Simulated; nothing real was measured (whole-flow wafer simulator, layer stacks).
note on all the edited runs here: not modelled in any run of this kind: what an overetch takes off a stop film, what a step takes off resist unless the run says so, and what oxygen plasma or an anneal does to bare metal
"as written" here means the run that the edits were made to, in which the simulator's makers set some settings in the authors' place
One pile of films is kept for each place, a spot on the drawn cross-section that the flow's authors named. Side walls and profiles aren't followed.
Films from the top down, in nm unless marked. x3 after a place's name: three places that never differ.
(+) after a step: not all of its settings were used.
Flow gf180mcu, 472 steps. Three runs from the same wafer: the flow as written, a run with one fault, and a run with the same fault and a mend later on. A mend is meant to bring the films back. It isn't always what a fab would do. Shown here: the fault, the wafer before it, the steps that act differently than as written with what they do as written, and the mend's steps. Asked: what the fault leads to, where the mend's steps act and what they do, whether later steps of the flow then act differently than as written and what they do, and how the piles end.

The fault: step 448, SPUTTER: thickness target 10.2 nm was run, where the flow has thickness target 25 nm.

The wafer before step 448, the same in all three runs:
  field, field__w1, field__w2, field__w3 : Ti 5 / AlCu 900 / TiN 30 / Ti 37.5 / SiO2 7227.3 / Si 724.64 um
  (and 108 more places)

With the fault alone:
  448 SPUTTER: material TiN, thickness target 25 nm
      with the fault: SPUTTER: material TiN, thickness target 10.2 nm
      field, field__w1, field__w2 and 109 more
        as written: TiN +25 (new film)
        with the fault: TiN +10.2 (new film)
  Later steps of the flow that act differently than as written (4 more steps differ only slightly, by at most 2% or 0.5 nm, whichever is larger, and aren't shown):
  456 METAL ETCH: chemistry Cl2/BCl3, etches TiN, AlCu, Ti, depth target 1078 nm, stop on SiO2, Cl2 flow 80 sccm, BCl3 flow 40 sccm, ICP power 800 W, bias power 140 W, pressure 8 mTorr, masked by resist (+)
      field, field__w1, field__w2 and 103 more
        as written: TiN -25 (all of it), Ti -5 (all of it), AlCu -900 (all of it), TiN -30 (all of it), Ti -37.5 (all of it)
        with the fault: TiN -10.2 (all of it), Ti -5 (all of it), AlCu -900 (all of it), TiN -30 (all of it), Ti -37.5 (all of it)
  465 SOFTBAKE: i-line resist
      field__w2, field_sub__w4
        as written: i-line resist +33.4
        with the fault: i-line resist +32.6
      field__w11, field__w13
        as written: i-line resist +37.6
        with the fault: i-line resist +36.8
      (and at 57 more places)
  At the end the piles differ from the flow's by more than 2% or 0.5 nm, whichever is larger, at field__w8, contact, m1, m1__w1, pad, m1_nw.
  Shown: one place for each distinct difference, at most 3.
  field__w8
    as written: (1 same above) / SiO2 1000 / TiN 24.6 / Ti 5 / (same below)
    with the fault: (1 same above) / SiO2 1000 / TiN 9.78 / Ti 5 / (same below)
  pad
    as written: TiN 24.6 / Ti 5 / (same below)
    with the fault: TiN 9.78 / Ti 5 / (same below)

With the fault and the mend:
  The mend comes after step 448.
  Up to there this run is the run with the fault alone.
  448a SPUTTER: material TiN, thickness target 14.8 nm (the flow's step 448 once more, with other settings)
      field, field__w1, field__w2 and 109 more
        TiN +14.8
  No later step of the flow acts differently than as written at any place that is followed.
  At the end the piles are the same as the flow's at every place that both follow.
